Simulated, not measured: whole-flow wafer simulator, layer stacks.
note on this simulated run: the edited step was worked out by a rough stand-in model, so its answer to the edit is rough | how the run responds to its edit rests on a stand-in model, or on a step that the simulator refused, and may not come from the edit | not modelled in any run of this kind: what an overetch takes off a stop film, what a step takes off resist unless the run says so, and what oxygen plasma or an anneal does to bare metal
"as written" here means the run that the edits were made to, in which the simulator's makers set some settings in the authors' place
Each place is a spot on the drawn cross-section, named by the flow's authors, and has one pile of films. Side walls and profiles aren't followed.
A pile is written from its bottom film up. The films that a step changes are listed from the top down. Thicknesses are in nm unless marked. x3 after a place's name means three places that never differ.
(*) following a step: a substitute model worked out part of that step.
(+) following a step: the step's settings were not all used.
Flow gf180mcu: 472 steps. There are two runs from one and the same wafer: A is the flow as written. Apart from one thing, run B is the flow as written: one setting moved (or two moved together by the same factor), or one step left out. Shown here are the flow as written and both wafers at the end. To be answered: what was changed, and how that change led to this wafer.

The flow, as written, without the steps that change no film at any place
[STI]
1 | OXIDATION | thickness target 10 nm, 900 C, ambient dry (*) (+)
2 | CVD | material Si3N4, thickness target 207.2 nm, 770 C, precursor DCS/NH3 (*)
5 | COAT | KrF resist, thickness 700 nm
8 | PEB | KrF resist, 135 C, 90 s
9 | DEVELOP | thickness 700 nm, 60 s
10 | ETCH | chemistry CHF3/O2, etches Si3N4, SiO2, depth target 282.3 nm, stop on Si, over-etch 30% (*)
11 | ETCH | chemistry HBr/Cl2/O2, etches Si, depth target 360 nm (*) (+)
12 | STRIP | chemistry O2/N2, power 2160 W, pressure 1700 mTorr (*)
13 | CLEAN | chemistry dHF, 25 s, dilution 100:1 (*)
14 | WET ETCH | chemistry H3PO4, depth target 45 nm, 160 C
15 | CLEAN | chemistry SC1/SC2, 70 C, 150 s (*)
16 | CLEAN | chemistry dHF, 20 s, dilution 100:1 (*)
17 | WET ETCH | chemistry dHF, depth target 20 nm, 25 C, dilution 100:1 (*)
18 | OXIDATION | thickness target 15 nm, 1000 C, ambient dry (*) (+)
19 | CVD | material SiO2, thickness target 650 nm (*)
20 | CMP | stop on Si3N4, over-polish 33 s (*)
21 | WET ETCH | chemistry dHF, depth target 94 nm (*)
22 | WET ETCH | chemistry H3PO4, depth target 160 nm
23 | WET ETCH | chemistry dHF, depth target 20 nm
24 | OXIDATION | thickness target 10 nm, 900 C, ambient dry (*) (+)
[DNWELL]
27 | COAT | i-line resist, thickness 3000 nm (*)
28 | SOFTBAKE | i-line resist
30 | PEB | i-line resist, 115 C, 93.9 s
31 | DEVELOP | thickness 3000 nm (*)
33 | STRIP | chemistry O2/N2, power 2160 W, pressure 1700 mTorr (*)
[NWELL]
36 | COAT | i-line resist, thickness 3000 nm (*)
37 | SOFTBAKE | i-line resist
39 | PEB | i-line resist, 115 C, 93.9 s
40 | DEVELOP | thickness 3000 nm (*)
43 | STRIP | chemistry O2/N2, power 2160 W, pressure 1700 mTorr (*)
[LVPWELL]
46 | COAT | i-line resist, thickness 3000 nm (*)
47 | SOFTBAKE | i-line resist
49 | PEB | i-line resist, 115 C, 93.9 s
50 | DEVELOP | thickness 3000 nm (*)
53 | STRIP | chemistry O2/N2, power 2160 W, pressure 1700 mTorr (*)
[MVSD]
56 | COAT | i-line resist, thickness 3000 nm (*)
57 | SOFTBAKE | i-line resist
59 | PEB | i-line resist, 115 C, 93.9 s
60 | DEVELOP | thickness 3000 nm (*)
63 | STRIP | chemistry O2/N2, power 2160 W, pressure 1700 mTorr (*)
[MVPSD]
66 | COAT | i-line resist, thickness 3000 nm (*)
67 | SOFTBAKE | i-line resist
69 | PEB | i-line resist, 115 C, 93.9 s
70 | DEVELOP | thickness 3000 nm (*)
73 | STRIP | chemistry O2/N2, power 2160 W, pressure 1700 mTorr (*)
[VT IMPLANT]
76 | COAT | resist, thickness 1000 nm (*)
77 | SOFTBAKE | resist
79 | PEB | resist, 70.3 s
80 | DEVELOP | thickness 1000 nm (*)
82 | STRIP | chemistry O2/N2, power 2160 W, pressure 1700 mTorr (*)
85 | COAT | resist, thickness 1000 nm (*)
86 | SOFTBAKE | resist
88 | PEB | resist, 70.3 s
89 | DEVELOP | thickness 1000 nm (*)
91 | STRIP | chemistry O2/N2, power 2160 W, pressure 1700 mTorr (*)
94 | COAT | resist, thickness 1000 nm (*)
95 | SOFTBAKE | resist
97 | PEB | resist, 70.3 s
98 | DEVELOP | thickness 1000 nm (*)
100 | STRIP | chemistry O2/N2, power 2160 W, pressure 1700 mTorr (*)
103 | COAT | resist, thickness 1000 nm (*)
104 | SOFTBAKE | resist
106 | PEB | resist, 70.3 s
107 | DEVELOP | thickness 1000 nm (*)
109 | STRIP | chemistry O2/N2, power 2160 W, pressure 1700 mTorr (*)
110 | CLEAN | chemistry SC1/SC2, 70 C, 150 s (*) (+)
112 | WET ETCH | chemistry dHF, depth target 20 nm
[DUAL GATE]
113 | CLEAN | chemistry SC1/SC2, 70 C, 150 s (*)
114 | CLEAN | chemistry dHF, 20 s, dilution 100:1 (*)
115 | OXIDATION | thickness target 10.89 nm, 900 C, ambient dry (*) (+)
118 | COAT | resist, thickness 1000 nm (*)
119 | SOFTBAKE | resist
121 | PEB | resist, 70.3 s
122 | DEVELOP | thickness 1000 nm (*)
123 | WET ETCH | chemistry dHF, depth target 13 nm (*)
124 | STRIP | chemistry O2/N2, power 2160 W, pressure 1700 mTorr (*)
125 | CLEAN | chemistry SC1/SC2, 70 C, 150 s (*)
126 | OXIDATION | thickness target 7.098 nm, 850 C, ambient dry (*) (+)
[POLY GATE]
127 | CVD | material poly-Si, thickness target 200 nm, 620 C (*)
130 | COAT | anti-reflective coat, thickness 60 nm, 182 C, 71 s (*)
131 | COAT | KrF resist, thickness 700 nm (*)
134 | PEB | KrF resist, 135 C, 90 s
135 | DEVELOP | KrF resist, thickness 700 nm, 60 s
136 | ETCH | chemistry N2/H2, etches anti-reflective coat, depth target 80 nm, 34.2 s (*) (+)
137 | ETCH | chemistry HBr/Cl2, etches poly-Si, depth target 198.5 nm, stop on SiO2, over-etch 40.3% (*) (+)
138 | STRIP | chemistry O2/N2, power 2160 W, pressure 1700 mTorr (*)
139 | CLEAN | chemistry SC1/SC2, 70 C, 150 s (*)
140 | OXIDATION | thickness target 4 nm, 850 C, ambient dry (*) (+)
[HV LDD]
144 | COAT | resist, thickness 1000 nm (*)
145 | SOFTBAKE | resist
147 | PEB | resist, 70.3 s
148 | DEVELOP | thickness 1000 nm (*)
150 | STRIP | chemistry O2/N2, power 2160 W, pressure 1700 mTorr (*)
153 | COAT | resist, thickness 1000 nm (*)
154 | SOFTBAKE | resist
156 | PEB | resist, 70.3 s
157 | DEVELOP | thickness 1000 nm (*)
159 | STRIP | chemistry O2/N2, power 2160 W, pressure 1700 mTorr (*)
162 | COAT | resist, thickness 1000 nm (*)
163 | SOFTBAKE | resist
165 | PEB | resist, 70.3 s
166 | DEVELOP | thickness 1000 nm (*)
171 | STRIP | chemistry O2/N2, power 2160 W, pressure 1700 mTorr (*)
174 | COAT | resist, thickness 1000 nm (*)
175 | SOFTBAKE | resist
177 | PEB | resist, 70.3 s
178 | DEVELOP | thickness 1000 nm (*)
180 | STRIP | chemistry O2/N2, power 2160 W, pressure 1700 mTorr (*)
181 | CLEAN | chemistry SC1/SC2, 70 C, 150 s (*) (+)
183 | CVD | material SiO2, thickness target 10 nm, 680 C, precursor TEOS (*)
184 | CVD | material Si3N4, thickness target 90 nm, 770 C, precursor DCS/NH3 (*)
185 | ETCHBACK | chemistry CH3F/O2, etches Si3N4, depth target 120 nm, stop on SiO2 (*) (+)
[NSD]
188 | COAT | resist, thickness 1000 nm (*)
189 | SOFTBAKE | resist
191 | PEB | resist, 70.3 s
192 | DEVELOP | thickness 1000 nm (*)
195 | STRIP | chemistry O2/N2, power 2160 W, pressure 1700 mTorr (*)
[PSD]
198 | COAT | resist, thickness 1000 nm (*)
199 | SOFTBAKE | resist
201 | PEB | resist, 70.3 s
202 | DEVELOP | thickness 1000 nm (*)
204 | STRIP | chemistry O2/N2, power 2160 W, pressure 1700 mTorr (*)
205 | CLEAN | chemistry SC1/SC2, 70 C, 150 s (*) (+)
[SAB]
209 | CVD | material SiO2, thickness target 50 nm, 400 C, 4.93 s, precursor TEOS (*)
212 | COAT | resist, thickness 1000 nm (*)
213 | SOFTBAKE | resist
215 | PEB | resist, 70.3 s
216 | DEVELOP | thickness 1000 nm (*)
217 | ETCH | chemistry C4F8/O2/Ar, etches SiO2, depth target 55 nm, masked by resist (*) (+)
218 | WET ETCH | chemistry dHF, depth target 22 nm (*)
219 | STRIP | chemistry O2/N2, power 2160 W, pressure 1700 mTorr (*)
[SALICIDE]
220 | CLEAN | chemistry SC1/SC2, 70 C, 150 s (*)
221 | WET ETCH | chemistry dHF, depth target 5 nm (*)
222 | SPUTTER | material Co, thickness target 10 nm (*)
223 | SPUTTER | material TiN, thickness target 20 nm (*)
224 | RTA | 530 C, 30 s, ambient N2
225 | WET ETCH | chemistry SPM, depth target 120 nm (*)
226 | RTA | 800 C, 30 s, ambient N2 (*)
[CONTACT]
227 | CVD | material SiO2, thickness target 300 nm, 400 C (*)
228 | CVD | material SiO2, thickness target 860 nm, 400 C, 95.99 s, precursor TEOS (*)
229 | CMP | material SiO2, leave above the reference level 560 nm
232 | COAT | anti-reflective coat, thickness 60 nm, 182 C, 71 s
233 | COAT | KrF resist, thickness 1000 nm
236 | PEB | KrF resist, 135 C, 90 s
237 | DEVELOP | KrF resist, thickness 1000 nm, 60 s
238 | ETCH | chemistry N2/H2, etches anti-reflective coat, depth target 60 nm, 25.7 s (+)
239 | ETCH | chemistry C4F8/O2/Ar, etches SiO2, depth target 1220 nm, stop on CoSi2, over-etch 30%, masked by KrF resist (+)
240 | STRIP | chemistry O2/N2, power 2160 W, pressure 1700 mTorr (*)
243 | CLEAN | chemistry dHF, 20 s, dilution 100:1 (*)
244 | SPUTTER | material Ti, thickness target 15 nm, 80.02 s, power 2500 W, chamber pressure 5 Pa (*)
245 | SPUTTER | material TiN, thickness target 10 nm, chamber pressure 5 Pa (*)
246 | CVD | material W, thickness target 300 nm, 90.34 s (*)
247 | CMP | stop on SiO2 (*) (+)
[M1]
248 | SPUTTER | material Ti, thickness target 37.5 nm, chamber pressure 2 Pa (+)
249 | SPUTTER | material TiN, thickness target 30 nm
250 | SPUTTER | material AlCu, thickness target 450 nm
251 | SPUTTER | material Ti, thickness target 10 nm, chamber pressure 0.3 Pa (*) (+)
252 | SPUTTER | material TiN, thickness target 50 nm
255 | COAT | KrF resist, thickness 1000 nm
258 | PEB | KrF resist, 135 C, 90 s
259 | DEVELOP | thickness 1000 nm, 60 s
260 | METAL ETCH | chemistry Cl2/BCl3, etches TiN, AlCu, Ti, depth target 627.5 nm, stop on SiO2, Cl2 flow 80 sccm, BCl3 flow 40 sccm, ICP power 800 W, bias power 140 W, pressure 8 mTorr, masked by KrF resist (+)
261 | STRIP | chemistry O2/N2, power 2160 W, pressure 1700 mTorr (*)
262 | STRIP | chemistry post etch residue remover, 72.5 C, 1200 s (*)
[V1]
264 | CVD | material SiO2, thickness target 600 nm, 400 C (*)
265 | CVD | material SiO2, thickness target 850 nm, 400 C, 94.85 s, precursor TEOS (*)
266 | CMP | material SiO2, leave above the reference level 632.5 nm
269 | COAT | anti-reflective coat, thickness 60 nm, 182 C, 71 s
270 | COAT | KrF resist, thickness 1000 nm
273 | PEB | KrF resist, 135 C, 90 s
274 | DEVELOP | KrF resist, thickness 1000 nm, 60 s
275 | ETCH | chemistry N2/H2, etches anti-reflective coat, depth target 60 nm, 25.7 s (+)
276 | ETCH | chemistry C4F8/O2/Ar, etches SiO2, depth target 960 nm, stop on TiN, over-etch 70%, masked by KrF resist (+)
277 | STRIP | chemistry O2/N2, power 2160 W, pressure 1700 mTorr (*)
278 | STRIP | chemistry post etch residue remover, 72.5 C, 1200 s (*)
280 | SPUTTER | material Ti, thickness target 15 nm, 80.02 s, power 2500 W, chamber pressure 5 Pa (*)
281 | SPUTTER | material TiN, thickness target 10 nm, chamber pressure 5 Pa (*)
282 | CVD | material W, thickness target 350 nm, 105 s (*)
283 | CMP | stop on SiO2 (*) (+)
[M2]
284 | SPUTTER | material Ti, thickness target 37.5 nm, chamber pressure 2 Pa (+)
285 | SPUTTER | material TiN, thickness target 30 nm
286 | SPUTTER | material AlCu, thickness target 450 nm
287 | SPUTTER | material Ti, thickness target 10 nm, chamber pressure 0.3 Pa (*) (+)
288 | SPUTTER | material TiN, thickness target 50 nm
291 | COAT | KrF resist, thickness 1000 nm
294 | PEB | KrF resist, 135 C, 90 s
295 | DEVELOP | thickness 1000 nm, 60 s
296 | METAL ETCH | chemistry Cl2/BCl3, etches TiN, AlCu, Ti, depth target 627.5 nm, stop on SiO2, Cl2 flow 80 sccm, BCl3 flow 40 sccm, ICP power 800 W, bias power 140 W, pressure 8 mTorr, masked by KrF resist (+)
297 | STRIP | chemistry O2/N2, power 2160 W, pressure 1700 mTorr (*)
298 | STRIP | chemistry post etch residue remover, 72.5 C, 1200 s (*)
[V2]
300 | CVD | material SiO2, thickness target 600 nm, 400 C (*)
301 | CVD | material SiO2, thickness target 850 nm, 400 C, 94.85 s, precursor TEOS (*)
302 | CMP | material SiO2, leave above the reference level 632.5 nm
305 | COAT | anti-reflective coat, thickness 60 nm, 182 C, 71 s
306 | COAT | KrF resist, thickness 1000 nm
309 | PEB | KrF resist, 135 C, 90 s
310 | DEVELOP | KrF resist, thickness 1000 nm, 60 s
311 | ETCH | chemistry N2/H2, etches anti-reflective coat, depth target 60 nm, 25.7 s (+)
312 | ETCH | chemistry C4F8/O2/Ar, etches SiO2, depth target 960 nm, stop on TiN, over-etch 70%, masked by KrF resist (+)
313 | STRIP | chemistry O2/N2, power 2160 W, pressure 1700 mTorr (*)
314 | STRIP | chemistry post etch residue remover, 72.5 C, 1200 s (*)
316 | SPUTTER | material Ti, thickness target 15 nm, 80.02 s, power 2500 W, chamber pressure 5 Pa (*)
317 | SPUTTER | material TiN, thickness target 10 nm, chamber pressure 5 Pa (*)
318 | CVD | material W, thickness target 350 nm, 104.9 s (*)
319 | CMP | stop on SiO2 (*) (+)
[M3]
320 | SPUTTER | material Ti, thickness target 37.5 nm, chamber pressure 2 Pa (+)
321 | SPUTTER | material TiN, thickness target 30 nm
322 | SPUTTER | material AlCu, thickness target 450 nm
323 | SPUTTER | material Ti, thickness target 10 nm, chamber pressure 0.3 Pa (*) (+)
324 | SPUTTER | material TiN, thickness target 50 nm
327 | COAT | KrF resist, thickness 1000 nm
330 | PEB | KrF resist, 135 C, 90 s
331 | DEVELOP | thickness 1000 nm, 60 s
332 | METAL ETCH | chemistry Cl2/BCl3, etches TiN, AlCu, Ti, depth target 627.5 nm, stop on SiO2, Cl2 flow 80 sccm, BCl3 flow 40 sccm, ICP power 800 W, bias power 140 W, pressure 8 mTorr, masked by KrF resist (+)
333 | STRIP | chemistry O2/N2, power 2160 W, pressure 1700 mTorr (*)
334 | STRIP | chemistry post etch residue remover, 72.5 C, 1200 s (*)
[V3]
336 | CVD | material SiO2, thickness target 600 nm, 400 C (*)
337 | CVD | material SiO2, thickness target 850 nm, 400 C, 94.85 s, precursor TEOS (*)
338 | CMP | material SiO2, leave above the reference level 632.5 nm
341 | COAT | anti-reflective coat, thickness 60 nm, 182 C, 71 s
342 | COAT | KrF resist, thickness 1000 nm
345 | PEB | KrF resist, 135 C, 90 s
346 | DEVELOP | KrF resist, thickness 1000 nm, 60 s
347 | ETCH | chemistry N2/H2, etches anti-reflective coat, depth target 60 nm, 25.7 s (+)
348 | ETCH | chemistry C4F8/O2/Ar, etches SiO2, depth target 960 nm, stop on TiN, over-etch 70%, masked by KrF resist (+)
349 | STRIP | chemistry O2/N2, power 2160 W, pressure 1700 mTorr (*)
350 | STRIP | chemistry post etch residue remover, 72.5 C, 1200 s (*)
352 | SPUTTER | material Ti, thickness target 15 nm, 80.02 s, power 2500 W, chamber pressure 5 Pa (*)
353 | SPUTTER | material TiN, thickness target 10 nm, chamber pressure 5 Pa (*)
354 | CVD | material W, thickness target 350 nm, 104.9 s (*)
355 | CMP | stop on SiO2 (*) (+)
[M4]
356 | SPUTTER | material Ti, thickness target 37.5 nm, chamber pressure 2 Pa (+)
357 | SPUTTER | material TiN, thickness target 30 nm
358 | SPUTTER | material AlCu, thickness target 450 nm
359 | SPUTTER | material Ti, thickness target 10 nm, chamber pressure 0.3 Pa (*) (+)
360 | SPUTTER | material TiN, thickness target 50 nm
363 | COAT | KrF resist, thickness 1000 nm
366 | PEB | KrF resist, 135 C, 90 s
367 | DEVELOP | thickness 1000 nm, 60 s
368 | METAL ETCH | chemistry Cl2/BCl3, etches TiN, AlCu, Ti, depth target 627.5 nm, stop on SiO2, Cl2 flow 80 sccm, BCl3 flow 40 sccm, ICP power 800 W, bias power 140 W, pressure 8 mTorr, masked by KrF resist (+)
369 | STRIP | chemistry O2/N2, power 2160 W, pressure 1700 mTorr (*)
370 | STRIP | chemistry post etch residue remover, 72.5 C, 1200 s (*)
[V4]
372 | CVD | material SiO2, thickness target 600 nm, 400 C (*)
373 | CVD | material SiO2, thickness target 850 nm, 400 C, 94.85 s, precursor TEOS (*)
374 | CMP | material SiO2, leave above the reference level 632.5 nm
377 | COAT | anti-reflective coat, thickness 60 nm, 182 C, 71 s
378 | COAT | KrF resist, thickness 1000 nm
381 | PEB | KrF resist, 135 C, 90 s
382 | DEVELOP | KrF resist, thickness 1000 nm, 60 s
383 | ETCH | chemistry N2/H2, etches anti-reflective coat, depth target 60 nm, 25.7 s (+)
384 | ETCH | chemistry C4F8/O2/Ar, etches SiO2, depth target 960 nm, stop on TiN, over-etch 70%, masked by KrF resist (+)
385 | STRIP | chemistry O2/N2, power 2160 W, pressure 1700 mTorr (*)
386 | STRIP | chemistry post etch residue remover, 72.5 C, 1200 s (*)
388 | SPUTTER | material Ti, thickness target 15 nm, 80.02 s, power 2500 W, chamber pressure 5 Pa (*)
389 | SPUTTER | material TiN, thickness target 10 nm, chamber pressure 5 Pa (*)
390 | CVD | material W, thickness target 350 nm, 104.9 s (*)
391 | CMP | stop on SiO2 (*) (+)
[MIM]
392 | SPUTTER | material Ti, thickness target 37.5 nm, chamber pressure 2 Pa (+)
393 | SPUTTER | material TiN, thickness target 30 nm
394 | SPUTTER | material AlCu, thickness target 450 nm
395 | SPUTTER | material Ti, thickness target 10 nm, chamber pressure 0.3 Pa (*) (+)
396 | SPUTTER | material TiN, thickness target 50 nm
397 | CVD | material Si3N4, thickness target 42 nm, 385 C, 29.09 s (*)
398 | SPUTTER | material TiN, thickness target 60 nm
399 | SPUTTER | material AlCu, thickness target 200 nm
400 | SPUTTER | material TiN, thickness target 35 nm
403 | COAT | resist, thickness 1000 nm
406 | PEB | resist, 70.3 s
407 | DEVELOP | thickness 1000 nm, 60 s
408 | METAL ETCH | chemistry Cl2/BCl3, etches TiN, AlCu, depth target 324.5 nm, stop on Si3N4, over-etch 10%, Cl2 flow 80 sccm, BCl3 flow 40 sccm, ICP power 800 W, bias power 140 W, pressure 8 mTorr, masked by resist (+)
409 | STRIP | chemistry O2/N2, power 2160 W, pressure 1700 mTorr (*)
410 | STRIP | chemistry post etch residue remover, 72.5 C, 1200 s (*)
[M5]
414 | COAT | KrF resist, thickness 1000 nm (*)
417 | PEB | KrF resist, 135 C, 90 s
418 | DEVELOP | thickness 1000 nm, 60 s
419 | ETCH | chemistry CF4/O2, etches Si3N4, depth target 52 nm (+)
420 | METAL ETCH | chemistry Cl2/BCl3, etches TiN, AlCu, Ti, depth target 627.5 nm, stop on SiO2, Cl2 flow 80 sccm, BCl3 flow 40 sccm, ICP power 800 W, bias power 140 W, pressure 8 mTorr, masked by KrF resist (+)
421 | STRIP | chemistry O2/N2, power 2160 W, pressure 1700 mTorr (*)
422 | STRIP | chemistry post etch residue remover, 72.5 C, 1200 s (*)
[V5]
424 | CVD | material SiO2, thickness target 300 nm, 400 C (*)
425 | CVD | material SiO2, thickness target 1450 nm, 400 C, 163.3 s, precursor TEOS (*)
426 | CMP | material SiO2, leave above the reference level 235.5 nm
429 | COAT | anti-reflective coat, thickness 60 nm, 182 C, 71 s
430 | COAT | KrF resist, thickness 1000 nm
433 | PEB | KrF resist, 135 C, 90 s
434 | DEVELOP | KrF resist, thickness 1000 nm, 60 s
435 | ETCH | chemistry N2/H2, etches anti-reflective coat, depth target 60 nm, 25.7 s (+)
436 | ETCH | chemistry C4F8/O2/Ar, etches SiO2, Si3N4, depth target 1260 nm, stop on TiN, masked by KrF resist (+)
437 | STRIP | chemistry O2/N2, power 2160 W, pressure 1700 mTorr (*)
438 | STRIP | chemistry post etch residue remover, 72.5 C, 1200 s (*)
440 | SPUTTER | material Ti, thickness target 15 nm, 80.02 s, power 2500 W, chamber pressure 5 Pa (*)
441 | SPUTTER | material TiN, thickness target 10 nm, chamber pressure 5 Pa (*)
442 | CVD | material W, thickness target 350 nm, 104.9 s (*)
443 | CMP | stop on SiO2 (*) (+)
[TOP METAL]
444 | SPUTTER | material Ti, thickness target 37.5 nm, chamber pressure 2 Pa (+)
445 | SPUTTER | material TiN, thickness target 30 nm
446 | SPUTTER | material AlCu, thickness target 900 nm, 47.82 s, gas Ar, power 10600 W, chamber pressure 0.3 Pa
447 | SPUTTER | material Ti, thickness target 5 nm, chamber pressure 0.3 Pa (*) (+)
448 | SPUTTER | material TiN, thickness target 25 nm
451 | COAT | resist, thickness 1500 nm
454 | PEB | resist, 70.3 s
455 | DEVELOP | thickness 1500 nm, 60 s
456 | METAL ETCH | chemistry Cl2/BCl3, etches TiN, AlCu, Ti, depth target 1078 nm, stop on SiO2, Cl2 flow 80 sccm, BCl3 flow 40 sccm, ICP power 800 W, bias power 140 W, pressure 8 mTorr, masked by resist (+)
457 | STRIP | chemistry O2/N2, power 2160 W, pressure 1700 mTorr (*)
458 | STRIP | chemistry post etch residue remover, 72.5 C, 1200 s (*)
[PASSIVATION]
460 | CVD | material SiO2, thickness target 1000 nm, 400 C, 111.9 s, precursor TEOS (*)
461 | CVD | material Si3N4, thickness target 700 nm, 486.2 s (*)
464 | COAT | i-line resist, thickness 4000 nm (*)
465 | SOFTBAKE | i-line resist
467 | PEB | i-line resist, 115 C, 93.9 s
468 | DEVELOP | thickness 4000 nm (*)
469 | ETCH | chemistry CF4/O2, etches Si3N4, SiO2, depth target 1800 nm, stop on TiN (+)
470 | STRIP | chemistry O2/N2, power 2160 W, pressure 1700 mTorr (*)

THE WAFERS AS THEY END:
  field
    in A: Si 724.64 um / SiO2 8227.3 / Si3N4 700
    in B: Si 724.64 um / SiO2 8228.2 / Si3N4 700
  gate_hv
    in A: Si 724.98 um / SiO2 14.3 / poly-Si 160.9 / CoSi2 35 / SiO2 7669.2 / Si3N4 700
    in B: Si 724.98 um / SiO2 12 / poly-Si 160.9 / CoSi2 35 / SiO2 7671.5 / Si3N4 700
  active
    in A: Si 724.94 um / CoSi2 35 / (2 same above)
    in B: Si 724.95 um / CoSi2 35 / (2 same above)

Cause: step 126, OXIDATION: thickness target 4.33 nm was run, whereas the flow has thickness target 7.098 nm.

The path from the change to this, step by step:
  126 | OXIDATION | thickness target 7.098 nm, 850 C, ambient dry (*) (+)
      gate_hv, active_hv, active_nat and 25 more: A SiO2 gains 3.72, Si loses 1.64 | B SiO2 gains 1.41, Si loses 0.62
      active, n_well, p_well and 12 more: A SiO2 gains 7.1 (new film), chemical SiO2 loses 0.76 (all of it), Si loses 2.79 | B SiO2 gains 4.33 (new film), chemical SiO2 loses 0.76 (all of it), Si loses 1.57
  189 | SOFTBAKE | resist
      field__w9: A resist gains 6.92 | B resist loses 3.07
      active_hv: A resist gains 2.68 | B resist loses 0.49
      (also at 1 further place)
  199 | SOFTBAKE | resist
      field__w9: A resist gains 6.92 | B resist loses 3.07
      active_hv: A resist gains 2.68 | B resist loses 0.49
      (also at 1 further place)
  218 | WET ETCH | chemistry dHF, depth target 22 nm (*)
      active, p_well, sd_n, iso_ptap_pw, iso_ntap_nw, iso_ptap_sub, vpnp_e: A SiO2 loses 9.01 (all of it) | B SiO2 loses 6.54 (all of it)
      ldn_tap, ldn_src, ldn_drn, ldp_tap, ldp_src, ldp_drn, ldp_gr: A SiO2 loses 16 (all of it) | B SiO2 loses 13.8 (all of it)
      (also at 9 further places)
  223 | SPUTTER | material TiN, thickness target 20 nm (*)
      field__w12: A TiN gains 12 (new film) | B TiN gains 12.6 (new film)
  225 | WET ETCH | chemistry SPM, depth target 120 nm (*)
      field__w12: A TiN loses 12 (all of it), Co loses 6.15 (all of it) | B TiN loses 12.6 (all of it), Co loses 6.16 (all of it)
